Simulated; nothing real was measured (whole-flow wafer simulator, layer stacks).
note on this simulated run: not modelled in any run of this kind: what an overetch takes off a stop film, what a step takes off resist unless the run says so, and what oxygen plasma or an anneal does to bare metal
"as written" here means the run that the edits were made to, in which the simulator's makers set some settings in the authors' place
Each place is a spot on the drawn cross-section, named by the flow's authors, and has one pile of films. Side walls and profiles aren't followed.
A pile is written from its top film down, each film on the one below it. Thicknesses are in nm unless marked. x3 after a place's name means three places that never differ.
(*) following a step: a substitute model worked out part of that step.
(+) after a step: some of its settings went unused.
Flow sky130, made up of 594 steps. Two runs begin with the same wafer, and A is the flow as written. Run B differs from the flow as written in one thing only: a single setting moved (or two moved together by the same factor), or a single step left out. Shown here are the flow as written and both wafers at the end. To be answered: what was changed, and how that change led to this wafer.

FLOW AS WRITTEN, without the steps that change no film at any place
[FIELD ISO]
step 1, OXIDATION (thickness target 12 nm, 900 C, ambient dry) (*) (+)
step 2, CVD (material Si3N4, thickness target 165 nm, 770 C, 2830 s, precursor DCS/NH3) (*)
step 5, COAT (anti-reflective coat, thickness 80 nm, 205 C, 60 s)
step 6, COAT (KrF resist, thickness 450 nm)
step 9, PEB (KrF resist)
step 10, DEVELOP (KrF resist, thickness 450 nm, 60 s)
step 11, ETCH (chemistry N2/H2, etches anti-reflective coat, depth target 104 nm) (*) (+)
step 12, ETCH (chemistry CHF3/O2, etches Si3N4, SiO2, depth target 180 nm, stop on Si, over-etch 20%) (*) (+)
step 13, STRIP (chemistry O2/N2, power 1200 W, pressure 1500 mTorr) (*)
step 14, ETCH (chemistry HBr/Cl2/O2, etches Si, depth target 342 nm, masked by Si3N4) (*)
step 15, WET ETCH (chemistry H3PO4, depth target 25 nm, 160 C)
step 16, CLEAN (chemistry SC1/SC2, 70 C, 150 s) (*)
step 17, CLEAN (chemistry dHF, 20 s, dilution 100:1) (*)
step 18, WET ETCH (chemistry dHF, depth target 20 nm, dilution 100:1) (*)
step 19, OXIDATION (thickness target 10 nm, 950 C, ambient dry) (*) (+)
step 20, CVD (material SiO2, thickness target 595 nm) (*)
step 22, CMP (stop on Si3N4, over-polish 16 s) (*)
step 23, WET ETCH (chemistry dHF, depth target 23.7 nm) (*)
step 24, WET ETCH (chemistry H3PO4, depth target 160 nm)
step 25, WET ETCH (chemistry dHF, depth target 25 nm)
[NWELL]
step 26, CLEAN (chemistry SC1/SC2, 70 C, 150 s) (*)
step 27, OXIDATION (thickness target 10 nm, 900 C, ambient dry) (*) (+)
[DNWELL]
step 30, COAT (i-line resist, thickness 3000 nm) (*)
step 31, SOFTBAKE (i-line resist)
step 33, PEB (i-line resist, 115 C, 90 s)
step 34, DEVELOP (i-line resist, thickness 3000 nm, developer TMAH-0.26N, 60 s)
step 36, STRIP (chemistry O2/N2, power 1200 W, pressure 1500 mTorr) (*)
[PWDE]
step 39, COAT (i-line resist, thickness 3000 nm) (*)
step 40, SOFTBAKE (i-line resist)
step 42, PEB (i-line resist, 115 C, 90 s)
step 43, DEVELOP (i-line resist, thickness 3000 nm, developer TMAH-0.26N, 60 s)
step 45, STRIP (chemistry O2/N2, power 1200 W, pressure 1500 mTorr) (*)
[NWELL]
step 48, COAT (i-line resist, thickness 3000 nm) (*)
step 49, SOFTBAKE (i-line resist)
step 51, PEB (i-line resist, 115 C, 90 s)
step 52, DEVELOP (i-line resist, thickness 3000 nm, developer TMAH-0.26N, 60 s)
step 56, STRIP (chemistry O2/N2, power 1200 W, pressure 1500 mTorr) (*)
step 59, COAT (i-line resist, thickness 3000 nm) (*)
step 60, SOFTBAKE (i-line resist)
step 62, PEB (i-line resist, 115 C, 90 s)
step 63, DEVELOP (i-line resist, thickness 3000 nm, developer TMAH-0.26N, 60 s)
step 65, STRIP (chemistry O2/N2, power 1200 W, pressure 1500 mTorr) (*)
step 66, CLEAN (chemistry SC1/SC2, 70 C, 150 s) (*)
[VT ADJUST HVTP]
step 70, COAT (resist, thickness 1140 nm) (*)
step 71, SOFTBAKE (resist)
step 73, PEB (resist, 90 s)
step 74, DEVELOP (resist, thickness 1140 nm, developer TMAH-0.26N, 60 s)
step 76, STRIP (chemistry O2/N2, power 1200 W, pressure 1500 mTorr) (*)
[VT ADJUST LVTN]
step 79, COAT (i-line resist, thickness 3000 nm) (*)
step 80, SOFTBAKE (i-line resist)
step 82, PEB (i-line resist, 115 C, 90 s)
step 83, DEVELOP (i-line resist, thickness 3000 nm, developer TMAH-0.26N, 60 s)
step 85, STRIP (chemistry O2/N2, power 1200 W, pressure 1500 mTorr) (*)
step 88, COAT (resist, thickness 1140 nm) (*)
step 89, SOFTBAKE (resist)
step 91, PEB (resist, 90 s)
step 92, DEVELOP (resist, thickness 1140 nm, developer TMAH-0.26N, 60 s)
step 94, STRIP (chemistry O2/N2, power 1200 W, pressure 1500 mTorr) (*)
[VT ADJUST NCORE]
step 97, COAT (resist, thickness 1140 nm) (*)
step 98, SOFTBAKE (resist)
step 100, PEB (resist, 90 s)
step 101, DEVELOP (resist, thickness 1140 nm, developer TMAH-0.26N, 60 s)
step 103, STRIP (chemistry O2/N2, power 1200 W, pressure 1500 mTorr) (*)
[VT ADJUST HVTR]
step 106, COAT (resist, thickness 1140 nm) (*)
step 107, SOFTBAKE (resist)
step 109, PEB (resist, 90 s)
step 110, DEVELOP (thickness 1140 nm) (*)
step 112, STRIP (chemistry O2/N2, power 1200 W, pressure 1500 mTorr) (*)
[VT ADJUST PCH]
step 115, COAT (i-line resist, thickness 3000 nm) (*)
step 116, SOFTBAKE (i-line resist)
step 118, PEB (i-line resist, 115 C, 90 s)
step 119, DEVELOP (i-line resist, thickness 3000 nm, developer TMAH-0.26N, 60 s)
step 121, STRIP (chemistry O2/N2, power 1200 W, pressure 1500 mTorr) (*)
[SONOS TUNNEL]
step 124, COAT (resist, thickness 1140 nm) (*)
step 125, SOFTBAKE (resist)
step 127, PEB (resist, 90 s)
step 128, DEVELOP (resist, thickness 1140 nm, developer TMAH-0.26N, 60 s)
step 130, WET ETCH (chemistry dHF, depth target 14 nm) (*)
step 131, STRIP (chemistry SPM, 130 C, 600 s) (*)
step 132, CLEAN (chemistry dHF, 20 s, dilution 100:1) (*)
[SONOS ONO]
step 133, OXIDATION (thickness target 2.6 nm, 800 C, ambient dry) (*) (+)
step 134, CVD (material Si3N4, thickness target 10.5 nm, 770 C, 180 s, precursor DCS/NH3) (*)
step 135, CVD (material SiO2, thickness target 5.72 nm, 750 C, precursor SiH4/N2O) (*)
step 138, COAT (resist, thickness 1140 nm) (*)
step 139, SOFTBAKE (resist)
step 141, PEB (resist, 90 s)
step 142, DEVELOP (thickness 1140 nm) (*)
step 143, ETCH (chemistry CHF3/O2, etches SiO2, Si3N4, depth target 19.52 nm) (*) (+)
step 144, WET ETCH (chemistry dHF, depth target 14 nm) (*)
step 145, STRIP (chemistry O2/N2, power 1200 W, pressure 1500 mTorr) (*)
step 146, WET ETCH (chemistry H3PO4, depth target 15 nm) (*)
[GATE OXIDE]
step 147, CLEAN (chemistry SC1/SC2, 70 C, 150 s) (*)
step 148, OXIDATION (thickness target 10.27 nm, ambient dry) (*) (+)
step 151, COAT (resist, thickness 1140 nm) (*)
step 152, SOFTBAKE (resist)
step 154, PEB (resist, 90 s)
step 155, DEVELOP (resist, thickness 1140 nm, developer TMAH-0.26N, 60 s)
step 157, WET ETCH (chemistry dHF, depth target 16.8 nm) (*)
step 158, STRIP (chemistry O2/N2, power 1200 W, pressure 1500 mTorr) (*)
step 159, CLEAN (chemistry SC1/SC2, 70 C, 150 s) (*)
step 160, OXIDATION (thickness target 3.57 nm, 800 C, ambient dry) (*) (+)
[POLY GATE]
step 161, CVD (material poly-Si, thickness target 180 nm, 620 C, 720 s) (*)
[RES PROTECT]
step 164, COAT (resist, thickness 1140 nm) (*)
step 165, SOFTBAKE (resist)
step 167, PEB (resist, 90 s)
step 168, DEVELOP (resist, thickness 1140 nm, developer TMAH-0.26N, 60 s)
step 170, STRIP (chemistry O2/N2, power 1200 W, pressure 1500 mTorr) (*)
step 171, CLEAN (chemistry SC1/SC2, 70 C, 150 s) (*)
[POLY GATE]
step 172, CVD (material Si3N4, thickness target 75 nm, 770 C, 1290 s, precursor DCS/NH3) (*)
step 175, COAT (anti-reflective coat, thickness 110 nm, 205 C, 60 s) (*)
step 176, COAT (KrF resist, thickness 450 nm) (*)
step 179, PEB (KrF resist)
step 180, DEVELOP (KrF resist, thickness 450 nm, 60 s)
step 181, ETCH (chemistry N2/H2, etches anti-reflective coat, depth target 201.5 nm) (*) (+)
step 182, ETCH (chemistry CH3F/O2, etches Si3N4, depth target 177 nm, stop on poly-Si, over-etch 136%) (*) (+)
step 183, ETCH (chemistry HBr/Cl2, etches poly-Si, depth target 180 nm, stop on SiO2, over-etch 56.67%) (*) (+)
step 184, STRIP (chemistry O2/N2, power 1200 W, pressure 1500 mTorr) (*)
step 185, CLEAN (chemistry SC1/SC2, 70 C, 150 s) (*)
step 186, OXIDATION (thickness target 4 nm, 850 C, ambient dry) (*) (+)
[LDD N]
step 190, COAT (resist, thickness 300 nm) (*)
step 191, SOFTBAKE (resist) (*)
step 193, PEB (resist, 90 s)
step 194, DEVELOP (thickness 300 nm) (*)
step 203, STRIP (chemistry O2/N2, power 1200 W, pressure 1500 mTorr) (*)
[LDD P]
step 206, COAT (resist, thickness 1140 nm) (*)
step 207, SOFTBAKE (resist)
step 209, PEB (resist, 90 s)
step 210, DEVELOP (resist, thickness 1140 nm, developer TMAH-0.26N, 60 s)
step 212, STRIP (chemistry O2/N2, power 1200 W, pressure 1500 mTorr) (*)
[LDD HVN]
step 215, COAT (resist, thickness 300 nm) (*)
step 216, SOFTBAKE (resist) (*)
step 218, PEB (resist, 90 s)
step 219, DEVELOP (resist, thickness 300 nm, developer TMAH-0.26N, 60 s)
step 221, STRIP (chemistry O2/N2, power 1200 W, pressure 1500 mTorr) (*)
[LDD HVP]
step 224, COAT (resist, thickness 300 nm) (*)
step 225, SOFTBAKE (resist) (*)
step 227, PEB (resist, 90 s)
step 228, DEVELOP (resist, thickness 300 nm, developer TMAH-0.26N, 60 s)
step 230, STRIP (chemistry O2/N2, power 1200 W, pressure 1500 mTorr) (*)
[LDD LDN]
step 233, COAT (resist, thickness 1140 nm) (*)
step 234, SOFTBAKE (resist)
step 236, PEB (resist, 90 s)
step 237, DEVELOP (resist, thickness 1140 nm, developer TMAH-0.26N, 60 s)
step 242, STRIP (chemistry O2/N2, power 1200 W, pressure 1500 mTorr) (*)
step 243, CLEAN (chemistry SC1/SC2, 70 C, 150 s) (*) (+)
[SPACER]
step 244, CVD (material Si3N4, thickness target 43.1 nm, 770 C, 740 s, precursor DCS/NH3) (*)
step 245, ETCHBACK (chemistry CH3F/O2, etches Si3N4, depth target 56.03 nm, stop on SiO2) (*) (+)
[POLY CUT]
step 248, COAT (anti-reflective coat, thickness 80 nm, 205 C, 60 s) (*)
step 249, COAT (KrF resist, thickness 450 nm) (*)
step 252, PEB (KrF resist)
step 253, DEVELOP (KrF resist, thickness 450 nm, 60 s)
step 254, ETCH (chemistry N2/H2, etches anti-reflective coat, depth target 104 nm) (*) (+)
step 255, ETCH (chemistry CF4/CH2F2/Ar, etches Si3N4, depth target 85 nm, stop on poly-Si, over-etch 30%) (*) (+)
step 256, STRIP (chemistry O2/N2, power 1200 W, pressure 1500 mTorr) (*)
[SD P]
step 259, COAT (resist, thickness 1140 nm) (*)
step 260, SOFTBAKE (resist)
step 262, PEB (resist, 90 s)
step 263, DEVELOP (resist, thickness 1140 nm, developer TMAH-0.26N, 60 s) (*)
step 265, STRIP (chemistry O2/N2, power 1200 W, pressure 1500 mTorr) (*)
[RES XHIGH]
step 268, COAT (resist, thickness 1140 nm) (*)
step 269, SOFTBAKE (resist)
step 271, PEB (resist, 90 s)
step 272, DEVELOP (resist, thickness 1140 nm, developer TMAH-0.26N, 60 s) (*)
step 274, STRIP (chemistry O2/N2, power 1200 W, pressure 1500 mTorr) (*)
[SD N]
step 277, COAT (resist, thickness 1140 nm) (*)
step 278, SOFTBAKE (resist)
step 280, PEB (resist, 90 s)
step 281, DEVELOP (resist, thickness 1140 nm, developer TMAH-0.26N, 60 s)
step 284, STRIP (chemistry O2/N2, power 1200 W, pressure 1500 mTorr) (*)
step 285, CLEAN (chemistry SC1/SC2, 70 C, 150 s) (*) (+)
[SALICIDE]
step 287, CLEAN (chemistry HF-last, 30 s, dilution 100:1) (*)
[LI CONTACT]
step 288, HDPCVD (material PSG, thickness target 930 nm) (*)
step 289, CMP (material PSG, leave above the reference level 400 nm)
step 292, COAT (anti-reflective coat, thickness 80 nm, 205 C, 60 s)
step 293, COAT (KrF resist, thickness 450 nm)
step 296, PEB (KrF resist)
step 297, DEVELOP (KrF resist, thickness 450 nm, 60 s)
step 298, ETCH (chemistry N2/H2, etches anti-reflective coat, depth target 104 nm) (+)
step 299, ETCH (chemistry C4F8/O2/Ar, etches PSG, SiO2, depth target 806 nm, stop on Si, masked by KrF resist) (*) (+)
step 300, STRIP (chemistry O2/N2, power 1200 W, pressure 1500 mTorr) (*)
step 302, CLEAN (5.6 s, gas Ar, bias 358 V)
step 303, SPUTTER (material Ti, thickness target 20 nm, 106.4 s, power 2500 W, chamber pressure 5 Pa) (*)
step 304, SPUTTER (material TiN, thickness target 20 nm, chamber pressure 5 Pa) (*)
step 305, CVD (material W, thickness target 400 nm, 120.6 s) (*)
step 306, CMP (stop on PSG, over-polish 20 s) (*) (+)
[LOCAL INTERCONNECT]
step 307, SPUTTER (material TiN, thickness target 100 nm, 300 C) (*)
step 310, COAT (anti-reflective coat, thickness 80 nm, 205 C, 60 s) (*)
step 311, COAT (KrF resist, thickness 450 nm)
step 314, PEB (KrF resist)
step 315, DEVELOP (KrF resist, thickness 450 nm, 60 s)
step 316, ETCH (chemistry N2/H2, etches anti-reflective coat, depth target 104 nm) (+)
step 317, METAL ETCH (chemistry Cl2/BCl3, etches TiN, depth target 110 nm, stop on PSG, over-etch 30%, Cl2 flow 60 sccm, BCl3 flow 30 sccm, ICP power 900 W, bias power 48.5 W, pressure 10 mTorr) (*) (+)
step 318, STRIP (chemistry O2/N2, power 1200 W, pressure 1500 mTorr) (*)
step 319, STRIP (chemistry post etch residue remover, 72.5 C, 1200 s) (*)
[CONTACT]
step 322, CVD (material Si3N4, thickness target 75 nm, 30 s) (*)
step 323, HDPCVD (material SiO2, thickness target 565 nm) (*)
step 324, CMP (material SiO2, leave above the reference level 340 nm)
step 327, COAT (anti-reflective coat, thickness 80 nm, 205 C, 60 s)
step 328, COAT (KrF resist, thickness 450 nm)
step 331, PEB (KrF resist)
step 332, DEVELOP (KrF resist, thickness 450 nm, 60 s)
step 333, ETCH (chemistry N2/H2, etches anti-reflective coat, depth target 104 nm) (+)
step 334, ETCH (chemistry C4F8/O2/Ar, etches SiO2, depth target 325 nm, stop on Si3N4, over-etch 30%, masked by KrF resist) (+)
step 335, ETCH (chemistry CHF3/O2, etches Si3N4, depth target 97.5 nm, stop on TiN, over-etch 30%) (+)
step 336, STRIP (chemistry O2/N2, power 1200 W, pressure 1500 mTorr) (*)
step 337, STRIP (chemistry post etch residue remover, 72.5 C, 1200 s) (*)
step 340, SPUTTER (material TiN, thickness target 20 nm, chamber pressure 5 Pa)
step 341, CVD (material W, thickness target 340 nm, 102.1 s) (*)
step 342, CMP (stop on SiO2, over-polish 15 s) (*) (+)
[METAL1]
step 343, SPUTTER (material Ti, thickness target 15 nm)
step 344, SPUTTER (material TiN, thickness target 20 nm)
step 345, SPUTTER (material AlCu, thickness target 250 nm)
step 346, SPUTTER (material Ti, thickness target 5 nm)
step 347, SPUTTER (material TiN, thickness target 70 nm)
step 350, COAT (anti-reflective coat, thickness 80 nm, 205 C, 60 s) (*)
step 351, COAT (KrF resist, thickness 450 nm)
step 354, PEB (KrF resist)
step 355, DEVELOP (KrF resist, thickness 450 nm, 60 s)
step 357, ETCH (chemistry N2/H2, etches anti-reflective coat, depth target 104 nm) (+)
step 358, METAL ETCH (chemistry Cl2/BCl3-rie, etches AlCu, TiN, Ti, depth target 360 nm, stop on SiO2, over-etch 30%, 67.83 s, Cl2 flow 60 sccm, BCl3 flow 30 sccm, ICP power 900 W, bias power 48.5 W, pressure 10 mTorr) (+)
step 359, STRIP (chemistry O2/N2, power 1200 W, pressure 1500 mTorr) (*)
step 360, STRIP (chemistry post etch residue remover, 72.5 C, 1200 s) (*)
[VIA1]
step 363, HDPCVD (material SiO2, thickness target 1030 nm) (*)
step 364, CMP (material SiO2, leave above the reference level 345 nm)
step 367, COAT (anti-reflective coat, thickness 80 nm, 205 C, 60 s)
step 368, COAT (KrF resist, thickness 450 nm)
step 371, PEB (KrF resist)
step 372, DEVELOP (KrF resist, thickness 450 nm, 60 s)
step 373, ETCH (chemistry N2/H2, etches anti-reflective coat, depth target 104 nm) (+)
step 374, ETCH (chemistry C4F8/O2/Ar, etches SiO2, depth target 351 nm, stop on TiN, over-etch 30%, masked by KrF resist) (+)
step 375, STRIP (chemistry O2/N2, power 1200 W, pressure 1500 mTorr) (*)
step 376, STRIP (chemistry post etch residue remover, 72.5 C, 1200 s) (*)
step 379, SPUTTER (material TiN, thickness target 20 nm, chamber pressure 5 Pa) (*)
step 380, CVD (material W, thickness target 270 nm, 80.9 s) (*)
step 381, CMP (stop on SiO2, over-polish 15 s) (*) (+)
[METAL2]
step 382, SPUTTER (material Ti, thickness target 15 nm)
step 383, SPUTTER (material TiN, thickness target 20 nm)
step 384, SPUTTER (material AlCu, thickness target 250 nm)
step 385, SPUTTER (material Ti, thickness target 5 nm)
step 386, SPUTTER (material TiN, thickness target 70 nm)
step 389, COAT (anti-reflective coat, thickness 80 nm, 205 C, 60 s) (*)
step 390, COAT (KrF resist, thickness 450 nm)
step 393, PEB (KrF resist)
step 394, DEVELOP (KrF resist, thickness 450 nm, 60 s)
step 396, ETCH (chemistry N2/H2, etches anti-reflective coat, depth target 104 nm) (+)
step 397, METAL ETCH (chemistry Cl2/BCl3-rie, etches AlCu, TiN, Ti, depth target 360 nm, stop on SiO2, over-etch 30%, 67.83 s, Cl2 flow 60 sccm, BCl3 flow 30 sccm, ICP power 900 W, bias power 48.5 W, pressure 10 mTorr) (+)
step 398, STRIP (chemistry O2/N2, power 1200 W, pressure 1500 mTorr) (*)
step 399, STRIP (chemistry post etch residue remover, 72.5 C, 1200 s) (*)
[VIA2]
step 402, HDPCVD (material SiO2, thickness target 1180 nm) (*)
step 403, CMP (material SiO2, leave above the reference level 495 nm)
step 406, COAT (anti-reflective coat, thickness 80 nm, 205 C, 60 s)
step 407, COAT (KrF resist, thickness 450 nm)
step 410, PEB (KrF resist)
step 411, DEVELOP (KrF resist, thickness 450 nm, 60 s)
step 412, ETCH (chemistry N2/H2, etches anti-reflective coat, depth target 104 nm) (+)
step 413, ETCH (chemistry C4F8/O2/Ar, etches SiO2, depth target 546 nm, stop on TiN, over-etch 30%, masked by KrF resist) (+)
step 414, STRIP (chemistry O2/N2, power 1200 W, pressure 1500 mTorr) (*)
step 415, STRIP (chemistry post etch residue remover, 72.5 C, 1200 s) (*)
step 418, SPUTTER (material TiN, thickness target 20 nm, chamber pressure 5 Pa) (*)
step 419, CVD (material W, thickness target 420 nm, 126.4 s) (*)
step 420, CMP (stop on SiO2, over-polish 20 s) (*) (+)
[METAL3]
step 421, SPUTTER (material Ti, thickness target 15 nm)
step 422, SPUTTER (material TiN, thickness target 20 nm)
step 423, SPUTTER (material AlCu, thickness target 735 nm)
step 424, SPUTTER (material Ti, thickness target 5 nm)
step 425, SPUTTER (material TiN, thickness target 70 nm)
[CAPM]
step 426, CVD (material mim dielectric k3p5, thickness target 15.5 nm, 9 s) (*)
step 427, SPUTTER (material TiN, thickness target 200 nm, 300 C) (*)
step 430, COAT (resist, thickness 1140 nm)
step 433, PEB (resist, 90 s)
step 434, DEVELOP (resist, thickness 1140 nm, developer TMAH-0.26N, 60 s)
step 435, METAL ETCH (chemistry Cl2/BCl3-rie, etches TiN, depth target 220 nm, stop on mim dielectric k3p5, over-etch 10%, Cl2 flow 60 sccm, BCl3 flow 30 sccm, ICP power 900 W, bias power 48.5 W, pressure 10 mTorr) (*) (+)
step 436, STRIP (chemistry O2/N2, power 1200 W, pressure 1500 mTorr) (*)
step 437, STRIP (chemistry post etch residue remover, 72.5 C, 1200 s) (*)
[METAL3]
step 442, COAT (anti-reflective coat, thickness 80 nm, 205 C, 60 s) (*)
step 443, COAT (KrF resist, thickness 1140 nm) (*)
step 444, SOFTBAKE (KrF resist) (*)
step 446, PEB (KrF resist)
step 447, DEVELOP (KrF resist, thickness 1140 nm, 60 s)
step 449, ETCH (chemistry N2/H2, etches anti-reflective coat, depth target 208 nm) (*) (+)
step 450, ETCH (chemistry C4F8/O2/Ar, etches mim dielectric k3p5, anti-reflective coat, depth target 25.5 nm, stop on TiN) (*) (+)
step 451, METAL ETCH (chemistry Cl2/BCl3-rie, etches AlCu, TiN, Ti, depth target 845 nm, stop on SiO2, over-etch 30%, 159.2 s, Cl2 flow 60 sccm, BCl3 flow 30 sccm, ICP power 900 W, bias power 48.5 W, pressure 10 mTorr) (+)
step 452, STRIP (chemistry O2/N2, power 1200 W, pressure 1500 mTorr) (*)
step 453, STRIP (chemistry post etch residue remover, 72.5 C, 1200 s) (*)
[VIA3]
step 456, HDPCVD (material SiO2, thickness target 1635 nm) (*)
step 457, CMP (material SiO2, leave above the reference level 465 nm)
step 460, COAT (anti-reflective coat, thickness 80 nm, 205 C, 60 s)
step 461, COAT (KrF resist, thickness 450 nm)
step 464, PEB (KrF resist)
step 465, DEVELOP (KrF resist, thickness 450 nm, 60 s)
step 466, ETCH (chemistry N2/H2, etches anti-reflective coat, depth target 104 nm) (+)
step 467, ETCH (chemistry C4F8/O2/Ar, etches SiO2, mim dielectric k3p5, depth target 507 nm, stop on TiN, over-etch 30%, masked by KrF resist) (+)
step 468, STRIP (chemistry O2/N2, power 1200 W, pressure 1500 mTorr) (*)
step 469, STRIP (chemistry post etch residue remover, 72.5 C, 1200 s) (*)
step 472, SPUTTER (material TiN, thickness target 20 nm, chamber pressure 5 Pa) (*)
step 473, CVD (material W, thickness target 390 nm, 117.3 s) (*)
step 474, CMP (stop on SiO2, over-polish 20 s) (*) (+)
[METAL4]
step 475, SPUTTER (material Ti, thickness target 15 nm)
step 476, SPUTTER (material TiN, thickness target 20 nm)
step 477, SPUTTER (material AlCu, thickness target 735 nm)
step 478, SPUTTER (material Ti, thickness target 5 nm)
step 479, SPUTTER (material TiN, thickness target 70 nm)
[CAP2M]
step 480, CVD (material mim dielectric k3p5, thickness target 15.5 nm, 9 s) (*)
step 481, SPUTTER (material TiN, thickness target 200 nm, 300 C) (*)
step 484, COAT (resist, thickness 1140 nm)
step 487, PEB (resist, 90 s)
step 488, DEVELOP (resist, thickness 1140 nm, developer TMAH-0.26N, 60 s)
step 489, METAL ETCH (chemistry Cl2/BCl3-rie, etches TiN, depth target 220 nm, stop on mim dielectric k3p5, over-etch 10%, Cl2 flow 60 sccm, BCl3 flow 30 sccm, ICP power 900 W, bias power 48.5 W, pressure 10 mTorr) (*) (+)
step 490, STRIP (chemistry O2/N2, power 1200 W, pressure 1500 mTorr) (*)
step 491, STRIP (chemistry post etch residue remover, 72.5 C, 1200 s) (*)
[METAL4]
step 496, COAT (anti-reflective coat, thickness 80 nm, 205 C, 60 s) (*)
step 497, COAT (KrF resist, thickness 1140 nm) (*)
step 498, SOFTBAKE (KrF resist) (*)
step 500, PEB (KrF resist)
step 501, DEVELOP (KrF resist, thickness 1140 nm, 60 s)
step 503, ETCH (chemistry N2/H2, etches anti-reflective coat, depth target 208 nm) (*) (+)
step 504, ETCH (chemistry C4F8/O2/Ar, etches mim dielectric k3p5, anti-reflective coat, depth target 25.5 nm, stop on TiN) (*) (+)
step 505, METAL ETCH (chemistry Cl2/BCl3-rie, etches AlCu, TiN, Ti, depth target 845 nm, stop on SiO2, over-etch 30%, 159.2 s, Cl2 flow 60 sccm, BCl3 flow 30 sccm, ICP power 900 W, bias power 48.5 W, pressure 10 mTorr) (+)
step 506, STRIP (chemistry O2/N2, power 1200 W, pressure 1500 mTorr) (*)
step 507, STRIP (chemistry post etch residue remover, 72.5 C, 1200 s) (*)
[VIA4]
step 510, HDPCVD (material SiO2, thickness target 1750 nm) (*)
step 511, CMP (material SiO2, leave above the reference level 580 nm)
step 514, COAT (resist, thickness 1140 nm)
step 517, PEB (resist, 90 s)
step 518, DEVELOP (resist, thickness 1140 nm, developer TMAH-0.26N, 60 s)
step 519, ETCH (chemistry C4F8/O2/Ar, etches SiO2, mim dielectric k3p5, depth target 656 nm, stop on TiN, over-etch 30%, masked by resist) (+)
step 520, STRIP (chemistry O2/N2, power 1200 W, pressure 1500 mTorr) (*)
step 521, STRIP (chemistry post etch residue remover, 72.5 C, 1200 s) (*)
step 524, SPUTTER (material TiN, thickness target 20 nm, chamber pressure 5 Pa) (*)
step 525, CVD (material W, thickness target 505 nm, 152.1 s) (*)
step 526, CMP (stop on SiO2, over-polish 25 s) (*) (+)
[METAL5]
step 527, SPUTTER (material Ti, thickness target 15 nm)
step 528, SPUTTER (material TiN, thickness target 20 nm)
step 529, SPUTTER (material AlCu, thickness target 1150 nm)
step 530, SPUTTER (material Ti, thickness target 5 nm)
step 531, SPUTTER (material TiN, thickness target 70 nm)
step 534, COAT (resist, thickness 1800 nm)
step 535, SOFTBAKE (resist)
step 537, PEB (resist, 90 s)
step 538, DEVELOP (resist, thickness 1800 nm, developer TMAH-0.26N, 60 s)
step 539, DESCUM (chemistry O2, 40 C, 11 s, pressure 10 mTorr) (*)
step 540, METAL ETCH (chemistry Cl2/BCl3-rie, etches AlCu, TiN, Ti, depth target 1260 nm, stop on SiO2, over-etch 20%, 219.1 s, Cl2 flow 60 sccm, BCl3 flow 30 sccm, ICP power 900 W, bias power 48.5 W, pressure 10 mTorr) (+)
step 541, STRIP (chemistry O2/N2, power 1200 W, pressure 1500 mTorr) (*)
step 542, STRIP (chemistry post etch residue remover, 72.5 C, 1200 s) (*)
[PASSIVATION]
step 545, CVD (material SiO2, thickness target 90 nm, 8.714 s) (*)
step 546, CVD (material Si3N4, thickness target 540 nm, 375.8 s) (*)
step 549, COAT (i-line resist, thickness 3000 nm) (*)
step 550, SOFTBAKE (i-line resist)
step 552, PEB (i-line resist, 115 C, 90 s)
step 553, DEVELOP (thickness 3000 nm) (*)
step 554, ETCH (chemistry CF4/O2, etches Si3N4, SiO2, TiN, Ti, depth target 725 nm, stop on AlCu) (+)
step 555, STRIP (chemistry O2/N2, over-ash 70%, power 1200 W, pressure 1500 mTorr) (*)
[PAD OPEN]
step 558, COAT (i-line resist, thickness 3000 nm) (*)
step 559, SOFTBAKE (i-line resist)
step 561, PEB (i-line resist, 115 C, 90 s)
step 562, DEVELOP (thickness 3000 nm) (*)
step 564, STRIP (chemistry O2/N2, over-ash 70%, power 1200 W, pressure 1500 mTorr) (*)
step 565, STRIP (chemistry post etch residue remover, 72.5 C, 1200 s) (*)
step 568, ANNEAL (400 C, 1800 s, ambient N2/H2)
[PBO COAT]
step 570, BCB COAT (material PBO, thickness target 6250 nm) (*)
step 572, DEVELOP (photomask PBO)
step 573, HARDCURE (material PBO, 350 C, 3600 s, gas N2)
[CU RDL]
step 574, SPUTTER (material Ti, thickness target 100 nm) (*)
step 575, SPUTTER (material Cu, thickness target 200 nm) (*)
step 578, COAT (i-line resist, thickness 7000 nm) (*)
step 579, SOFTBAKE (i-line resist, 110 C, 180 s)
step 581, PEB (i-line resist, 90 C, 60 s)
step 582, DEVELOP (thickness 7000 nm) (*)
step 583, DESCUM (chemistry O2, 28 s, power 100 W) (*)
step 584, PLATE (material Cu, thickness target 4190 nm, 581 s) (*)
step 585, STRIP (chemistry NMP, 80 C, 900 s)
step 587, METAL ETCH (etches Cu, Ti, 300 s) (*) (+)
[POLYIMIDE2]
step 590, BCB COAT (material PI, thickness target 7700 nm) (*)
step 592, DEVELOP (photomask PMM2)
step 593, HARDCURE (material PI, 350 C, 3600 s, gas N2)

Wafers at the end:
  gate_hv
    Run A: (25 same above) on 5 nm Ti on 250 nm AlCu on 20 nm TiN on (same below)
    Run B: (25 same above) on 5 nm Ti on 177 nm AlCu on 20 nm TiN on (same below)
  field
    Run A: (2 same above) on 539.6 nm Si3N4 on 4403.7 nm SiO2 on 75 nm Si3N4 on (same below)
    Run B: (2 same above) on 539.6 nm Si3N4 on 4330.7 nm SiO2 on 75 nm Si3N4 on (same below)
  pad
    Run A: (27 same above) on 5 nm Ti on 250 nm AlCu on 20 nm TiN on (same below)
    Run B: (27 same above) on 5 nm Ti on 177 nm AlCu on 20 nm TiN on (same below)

What caused this: step 345, SPUTTER: thickness target 177 nm was run, whereas the flow has thickness target 250 nm.
The wafer lets one read it off: gate_hv has AlCu 177, and step 345 as written asks for 250 nm.

How this came from the change, step by step:
  step 345, SPUTTER (material AlCu, thickness target 250 nm)
      field, active, n_well and 188 more: A AlCu gains 250 (new film) | B AlCu gains 177 (new film)
  step 358, METAL ETCH (chemistry Cl2/BCl3-rie, etches AlCu, TiN, Ti, depth target 360 nm, stop on SiO2, over-etch 30%, 67.83 s, Cl2 flow 60 sccm, BCl3 flow 30 sccm, ICP power 900 W, bias power 48.5 W, pressure 10 mTorr) (+)
      field, active, gate and 81 more: A TiN loses 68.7 (all of it), Ti loses 5 (all of it), AlCu loses 250 (all of it), TiN loses 20 (all of it), Ti loses 15 (all of it), SiO2 loses 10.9 | B TiN loses 68.7 (all of it), Ti loses 5 (all of it), AlCu loses 177 (all of it), TiN loses 20 (all of it), Ti loses 15 (all of it), SiO2 loses 18.2
  step 364, CMP (material SiO2, leave above the reference level 345 nm)
      field, active, gate and 81 more: A SiO2 loses 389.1 | B SiO2 loses 454.8
